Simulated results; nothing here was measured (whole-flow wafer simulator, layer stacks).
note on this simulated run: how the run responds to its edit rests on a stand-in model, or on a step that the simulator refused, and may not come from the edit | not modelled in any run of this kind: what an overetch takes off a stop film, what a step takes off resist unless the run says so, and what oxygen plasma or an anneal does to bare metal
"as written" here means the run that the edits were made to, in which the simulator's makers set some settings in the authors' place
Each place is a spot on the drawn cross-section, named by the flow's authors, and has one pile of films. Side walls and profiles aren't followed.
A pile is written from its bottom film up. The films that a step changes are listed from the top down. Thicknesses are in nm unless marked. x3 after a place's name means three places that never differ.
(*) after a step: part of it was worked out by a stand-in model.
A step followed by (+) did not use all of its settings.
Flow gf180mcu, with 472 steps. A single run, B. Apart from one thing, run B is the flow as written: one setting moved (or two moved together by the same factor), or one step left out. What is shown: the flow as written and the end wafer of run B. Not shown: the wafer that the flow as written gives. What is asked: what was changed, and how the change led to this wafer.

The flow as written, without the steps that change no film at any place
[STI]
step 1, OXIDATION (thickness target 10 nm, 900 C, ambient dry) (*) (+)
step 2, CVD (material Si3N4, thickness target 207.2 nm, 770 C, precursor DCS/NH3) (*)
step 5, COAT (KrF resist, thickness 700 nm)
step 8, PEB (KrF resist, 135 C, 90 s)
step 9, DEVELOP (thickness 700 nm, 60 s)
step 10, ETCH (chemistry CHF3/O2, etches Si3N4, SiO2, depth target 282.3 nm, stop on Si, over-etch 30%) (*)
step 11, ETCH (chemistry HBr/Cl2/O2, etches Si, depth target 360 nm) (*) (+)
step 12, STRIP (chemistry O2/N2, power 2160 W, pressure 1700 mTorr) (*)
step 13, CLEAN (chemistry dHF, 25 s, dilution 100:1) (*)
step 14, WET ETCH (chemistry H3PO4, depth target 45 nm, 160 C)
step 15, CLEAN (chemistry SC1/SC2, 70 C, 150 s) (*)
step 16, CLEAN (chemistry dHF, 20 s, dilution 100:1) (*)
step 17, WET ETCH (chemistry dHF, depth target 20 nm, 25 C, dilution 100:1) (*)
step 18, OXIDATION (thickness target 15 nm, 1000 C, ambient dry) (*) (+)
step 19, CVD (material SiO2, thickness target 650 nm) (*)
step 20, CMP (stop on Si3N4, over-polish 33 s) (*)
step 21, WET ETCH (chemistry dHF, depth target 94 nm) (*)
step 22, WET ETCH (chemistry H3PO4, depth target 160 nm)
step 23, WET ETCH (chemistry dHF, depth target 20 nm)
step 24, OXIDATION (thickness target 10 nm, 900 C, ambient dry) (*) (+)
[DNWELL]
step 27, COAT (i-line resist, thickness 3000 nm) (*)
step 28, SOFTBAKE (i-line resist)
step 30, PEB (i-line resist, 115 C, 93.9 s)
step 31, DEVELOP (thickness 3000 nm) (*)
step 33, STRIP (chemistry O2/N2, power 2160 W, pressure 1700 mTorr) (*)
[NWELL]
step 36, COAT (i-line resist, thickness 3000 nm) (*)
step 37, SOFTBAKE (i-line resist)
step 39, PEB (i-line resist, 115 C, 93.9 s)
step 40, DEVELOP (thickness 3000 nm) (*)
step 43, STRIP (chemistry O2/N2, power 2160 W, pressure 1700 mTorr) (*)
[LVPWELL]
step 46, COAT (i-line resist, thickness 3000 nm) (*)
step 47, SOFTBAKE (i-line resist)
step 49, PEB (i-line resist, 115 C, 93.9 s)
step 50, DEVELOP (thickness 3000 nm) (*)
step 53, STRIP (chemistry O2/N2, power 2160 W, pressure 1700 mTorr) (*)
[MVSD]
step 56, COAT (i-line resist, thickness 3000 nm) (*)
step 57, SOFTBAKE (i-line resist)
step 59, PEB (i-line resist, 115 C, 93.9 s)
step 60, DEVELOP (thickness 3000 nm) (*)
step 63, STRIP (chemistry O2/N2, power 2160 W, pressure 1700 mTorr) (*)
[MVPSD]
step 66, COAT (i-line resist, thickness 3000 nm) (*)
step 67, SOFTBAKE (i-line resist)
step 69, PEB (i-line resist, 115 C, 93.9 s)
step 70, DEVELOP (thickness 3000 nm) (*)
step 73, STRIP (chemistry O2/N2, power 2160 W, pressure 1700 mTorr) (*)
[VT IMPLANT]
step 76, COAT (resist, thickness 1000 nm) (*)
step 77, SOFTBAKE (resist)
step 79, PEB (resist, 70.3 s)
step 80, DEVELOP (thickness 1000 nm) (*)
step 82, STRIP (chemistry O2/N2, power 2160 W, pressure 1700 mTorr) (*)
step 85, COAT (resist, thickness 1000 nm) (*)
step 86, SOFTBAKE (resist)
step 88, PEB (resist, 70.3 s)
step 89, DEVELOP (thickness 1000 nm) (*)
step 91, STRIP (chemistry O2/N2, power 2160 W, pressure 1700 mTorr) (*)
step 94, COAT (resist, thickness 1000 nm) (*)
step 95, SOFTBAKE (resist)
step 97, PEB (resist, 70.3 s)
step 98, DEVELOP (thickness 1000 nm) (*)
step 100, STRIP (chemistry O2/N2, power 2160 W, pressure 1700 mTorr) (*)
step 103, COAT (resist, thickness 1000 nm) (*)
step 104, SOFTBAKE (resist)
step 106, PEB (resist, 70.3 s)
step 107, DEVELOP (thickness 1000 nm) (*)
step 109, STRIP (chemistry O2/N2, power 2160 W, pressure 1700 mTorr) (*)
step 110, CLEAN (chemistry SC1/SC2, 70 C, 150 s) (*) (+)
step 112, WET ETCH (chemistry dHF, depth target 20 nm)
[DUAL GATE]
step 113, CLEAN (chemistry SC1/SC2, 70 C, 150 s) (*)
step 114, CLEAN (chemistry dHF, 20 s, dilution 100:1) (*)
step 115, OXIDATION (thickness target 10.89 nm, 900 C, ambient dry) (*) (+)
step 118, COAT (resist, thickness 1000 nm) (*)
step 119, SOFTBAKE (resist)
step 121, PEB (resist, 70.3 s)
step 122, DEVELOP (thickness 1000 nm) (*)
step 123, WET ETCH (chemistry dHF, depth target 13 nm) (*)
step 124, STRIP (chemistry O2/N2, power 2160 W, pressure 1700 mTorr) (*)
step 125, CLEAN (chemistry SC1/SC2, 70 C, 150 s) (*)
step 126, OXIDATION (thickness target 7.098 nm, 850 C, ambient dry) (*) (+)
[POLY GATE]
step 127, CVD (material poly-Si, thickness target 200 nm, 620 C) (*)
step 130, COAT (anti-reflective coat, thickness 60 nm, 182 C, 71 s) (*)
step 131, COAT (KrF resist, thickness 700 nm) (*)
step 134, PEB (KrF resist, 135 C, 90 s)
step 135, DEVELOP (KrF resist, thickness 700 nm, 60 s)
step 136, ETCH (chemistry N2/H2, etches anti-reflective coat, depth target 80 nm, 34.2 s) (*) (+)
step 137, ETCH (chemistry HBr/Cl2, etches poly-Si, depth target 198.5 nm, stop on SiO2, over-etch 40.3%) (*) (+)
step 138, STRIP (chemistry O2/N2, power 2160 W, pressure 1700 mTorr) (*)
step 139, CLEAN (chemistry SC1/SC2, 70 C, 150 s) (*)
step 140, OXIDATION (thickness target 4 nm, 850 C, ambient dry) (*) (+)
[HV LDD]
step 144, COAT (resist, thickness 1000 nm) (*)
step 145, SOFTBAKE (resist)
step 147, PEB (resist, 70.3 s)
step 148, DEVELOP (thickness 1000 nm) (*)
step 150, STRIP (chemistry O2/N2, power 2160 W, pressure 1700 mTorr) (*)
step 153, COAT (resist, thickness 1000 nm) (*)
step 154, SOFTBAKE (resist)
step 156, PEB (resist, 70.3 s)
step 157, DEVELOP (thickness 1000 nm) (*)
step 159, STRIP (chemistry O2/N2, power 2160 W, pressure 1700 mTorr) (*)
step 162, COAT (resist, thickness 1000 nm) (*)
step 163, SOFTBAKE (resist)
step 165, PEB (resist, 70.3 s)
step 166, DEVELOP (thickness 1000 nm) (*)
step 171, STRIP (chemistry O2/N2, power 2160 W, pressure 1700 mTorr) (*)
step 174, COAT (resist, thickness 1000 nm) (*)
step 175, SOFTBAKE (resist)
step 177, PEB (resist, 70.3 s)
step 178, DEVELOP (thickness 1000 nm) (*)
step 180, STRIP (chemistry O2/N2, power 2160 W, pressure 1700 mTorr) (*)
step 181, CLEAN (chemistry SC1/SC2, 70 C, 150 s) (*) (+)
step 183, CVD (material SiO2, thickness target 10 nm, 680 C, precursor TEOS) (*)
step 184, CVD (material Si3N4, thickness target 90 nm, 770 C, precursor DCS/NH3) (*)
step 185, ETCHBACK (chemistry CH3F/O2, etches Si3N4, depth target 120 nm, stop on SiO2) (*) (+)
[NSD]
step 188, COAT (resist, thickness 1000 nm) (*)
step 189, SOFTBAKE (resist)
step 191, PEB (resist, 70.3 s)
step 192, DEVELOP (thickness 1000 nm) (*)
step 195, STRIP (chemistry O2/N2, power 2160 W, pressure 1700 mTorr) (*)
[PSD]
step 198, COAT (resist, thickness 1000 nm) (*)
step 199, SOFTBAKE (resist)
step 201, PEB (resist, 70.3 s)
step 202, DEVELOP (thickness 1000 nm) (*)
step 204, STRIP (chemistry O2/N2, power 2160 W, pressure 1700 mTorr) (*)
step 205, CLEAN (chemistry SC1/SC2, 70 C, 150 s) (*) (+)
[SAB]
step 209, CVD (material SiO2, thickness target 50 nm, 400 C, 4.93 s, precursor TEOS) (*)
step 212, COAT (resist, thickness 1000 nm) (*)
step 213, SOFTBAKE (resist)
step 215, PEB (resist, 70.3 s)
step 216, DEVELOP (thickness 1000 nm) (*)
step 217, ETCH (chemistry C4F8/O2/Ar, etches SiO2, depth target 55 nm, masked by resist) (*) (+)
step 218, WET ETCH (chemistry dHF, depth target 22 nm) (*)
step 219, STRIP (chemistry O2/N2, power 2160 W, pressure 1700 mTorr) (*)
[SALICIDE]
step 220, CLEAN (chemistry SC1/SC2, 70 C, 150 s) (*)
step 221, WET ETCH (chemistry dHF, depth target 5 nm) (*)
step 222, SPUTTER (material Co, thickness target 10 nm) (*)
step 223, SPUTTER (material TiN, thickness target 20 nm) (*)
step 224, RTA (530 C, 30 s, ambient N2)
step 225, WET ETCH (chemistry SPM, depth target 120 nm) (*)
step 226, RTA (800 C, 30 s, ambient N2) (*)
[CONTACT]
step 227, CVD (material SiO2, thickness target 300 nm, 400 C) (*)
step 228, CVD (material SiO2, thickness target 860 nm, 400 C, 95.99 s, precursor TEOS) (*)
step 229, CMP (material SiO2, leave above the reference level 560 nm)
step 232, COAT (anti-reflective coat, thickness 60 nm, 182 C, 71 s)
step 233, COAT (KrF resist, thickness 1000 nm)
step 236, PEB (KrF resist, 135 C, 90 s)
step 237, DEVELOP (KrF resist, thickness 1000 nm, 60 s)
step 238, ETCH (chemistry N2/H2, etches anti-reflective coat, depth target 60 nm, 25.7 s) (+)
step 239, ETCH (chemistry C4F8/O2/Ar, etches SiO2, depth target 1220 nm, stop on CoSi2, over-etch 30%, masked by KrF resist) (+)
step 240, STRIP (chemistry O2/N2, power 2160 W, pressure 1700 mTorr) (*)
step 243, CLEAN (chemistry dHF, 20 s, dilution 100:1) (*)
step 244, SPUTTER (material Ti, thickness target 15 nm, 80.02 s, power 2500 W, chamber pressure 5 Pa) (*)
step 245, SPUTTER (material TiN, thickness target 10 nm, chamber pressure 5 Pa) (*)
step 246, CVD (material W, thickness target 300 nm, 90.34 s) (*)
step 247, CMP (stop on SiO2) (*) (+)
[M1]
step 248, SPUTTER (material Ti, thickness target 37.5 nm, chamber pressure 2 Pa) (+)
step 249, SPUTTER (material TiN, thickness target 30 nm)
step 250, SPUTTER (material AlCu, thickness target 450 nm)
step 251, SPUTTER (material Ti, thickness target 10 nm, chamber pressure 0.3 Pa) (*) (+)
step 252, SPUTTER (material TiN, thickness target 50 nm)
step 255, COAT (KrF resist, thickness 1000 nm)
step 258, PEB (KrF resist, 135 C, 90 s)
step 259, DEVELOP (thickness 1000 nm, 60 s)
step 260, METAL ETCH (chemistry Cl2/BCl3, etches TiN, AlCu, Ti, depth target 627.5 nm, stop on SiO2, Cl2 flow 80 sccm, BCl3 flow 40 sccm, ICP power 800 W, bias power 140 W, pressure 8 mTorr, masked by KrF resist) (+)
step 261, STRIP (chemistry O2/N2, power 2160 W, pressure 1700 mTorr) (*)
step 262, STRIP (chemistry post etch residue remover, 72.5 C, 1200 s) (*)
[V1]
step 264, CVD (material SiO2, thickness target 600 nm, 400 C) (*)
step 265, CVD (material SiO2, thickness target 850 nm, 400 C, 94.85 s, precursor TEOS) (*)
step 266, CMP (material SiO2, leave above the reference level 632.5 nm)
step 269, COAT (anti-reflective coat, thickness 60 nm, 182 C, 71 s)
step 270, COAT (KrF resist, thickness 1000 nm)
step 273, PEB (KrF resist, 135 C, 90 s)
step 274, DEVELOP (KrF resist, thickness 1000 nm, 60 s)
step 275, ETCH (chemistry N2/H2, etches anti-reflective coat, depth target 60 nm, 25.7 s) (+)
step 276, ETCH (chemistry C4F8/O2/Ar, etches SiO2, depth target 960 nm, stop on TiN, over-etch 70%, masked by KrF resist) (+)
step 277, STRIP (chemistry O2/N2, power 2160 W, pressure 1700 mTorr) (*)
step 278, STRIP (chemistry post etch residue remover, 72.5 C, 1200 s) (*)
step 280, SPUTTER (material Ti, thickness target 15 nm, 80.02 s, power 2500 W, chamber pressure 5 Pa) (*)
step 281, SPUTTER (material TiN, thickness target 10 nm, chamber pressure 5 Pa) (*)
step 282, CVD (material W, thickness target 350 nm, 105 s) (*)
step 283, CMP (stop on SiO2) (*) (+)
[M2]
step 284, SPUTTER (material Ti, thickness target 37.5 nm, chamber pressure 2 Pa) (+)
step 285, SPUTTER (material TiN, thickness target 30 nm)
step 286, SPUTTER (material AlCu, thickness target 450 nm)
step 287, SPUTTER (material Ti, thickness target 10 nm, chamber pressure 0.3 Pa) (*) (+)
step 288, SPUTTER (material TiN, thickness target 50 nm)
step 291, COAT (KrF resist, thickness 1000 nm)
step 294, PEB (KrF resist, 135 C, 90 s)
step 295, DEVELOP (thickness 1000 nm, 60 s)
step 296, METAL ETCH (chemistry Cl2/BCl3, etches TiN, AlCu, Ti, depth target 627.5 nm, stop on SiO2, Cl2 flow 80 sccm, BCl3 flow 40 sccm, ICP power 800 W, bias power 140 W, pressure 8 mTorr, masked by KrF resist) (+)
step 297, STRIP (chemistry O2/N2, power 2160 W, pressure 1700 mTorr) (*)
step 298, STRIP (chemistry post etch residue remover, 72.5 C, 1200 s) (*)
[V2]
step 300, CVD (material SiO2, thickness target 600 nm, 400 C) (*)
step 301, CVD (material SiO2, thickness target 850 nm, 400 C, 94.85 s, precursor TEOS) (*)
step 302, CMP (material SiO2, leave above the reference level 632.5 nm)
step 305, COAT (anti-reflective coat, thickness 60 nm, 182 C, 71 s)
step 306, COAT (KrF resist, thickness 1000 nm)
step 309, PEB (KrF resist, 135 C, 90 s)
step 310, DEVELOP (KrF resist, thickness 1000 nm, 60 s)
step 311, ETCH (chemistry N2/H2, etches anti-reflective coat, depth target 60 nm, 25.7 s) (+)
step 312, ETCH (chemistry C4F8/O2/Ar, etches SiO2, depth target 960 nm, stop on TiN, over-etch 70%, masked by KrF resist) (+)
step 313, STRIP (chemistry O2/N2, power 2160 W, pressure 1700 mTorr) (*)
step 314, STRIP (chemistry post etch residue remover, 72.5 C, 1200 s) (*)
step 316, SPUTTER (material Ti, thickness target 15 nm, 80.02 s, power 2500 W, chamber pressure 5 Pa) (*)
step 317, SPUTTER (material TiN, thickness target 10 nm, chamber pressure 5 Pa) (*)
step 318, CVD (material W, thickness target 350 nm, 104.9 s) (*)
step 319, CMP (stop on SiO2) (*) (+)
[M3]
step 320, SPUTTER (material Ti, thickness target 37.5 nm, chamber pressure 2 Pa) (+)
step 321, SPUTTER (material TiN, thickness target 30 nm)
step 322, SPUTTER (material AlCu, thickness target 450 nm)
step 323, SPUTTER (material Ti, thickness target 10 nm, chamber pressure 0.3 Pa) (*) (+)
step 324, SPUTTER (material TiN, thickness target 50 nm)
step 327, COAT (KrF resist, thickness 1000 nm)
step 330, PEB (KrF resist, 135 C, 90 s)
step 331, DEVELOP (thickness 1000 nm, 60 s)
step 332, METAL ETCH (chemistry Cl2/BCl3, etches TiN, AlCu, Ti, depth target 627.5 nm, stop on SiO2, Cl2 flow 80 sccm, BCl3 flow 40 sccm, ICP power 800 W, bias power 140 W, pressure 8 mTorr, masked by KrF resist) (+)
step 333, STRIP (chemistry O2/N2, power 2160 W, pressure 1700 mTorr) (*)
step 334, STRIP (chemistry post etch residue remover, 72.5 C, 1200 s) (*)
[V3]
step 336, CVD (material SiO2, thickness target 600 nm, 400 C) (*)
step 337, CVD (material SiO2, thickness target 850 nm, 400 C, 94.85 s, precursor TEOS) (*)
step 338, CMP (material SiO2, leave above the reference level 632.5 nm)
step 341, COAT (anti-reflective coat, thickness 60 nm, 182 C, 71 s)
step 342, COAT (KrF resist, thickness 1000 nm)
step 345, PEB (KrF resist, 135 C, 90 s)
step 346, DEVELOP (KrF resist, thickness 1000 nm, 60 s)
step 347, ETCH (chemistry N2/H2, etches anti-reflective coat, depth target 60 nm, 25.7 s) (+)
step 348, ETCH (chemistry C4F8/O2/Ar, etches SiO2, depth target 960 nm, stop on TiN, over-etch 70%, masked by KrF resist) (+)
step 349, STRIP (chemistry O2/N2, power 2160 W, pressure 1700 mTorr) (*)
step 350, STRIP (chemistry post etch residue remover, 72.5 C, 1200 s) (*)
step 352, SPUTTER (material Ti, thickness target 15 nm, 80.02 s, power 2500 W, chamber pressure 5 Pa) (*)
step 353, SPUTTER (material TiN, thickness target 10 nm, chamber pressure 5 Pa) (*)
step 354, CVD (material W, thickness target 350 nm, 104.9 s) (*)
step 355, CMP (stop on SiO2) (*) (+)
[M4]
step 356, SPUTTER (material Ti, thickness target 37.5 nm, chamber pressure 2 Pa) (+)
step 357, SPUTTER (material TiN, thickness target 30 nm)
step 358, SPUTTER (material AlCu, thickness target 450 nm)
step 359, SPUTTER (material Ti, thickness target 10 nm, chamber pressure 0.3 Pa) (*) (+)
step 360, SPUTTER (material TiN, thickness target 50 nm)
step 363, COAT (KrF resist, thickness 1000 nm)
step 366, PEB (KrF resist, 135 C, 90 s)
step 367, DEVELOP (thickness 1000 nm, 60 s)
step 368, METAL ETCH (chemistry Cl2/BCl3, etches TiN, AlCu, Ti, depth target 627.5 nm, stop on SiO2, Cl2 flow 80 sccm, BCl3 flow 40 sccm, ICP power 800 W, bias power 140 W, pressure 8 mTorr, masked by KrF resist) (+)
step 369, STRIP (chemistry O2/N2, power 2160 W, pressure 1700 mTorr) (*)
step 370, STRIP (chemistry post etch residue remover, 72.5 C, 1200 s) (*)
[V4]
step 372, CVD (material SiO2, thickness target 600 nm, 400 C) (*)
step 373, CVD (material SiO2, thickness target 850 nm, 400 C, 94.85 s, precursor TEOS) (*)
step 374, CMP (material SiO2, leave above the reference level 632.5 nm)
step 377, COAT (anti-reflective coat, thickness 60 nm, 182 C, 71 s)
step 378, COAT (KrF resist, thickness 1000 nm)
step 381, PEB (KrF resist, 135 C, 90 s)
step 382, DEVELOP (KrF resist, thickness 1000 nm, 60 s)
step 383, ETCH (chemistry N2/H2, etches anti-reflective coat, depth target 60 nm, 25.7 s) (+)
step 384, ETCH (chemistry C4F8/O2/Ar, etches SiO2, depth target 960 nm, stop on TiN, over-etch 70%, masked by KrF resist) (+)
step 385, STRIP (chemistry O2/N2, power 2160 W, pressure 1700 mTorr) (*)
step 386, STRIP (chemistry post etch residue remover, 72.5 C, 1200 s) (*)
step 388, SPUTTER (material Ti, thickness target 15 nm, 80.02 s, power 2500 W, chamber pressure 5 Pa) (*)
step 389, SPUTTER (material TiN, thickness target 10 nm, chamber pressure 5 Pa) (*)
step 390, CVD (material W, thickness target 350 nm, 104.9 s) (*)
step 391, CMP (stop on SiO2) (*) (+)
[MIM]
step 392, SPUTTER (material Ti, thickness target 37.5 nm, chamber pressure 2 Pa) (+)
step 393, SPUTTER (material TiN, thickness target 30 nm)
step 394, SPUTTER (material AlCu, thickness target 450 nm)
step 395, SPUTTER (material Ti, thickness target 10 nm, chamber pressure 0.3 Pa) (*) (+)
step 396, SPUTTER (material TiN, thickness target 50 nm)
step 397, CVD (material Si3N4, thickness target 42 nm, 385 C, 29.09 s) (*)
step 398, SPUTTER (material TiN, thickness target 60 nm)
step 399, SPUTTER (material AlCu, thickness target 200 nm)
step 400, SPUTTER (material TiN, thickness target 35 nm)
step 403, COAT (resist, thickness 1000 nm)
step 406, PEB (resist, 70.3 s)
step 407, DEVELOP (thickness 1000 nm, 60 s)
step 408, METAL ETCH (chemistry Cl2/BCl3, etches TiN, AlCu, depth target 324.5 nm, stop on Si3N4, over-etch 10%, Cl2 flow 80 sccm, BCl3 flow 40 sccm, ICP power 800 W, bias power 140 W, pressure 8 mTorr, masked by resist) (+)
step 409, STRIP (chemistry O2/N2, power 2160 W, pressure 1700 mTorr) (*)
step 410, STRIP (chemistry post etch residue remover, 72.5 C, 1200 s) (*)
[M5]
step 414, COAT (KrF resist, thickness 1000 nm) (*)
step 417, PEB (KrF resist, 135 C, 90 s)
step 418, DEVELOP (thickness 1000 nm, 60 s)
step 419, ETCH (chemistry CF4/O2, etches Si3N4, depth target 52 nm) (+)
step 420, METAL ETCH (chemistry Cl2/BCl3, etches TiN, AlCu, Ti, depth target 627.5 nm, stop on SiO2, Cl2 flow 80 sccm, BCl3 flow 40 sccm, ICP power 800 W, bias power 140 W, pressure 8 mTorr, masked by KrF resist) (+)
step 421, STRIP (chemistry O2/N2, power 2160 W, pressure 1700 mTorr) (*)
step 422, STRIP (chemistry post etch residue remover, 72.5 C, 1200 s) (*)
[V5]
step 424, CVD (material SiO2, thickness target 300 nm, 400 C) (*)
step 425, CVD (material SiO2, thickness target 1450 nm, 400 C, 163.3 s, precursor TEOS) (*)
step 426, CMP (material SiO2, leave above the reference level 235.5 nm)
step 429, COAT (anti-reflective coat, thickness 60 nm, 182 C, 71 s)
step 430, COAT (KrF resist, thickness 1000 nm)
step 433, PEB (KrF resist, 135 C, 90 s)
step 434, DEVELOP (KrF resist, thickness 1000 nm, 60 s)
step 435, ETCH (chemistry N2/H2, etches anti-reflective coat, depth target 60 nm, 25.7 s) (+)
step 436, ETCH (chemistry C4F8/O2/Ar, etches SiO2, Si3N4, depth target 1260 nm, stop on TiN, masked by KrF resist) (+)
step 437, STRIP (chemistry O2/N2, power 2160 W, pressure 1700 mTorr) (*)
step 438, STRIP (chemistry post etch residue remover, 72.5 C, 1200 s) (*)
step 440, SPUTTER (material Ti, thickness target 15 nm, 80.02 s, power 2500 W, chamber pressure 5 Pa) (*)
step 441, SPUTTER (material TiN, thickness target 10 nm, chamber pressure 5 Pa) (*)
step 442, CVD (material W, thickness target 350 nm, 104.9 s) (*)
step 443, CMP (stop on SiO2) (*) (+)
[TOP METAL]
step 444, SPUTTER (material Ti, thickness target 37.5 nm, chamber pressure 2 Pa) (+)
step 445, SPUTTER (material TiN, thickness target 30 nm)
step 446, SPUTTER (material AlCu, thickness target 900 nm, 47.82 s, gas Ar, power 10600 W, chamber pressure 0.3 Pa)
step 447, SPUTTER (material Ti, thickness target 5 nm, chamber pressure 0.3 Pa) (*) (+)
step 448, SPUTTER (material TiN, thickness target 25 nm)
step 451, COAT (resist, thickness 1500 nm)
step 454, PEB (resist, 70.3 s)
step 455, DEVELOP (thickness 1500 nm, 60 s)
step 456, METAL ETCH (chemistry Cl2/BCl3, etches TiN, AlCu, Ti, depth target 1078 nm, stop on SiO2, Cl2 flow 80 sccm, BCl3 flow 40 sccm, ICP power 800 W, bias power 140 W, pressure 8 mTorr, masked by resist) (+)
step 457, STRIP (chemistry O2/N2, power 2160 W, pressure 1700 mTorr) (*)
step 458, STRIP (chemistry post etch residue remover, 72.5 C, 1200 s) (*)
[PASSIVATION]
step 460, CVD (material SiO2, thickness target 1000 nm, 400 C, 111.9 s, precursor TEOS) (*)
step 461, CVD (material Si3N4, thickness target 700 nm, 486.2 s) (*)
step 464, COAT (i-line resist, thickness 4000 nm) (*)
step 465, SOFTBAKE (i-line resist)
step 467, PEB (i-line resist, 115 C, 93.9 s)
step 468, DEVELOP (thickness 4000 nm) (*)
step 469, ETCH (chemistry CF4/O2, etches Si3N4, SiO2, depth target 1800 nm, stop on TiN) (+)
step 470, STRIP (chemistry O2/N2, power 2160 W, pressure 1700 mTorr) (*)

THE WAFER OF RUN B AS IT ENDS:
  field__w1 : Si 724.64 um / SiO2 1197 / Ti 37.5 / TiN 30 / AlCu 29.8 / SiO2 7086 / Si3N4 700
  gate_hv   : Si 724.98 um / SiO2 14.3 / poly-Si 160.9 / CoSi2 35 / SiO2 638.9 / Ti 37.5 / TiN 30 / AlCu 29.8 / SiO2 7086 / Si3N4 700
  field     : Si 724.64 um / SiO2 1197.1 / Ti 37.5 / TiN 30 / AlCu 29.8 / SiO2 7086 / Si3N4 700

Cause: step 250, SPUTTER: thickness target 603 nm was run, though the flow has thickness target 450 nm.

Step by step, how the change led to this:
  step 250, SPUTTER (material AlCu, thickness target 450 nm)
      field, field__w1, field__w2 and 108 more: AlCu gains 603 (new film) (as written it would have been: AlCu gains 450 (new film))
  step 260, METAL ETCH (chemistry Cl2/BCl3, etches TiN, AlCu, Ti, depth target 627.5 nm, stop on SiO2, Cl2 flow 80 sccm, BCl3 flow 40 sccm, ICP power 800 W, bias power 140 W, pressure 8 mTorr, masked by KrF resist) (+)
      field, field__w1, field__w2 and 99 more: TiN loses 50 (all of it), Ti loses 10 (all of it), AlCu loses 567.5 (as written it would have been: TiN loses 50 (all of it), Ti loses 10 (all of it), AlCu loses 450 (all of it), TiN loses 30 (all of it), Ti loses 37.5 (all of it))
  step 262, STRIP (chemistry post etch residue remover, 72.5 C, 1200 s) (*)
      field, field__w1, field__w2 and 99 more: AlCu loses 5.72 (as written it would have been: nothing)
  step 264, CVD (material SiO2, thickness target 600 nm, 400 C) (*)
      field, field__w1, field__w2 and 99 more: SiO2 gains 600 (new film) (as written it would have been: SiO2 gains 600)
  step 266, CMP (material SiO2, leave above the reference level 632.5 nm)
      field, field__w1, field__w2 and 99 more: SiO2 loses 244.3 (as written it would have been: SiO2 loses 300)
Taking metal films that touch as one body, field__w1 has 1 body; the flow as written gives 0 bodies.
Taking metal films that touch as one body, gate_hv has 2 bodies (between them, from the top down: SiO2 638.9); the flow as written gives 1 body.
Taking metal films that touch as one body, field has 1 body; the flow as written gives 0 bodies.
